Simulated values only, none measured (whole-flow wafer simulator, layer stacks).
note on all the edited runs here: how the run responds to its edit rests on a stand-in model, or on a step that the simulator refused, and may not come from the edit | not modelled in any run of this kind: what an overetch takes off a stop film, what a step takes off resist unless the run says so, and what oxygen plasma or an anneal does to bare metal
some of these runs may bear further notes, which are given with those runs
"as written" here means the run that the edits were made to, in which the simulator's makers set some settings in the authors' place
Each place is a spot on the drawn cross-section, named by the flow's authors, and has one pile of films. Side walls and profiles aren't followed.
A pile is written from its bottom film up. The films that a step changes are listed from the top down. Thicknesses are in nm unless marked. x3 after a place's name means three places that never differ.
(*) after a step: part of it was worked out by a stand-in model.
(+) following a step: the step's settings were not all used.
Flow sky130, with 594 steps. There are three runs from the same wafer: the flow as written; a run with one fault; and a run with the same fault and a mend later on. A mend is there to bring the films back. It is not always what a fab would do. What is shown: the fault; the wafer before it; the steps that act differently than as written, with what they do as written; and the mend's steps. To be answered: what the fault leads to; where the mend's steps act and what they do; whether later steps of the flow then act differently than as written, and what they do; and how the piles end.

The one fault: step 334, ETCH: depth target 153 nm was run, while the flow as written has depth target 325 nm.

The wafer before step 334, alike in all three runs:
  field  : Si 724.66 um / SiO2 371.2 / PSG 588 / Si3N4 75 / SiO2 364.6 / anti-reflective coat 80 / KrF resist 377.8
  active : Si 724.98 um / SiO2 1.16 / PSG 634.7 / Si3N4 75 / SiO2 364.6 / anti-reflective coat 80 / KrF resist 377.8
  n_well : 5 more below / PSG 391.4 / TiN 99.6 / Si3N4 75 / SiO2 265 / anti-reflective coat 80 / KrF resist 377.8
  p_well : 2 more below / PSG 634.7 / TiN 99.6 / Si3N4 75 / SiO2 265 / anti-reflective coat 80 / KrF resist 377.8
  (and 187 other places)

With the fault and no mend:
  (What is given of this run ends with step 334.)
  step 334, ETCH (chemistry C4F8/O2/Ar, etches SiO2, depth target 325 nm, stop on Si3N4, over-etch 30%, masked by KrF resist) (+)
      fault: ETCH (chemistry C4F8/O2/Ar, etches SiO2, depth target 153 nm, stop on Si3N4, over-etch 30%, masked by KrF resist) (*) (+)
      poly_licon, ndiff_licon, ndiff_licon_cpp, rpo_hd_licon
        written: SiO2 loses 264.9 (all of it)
        fault: SiO2 loses 153
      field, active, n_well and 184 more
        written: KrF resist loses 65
        fault: KrF resist loses 30.6
  Once step 334 is done, the piles at field, active, n_well and 188 more depart from the flow's by more than 2% or 0.5 nm, whichever is larger.
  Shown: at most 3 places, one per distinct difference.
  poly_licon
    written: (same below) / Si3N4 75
    fault: (same below) / Si3N4 75 / SiO2 111.9
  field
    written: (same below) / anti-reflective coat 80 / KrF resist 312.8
    fault: (same below) / anti-reflective coat 80 / KrF resist 347.2

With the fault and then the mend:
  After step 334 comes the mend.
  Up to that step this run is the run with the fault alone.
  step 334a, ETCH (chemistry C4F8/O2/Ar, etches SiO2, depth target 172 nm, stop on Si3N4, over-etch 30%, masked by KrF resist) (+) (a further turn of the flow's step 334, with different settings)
      field, active, n_well and 184 more
        KrF resist loses 34.4
      poly_licon, ndiff_licon, ndiff_licon_cpp, rpo_hd_licon
        SiO2 loses 111.9 (all of it)
  Every later step of the flow that is run acts as written at every place that is followed.
  The piles end the same as the flow's at every place that both follow.
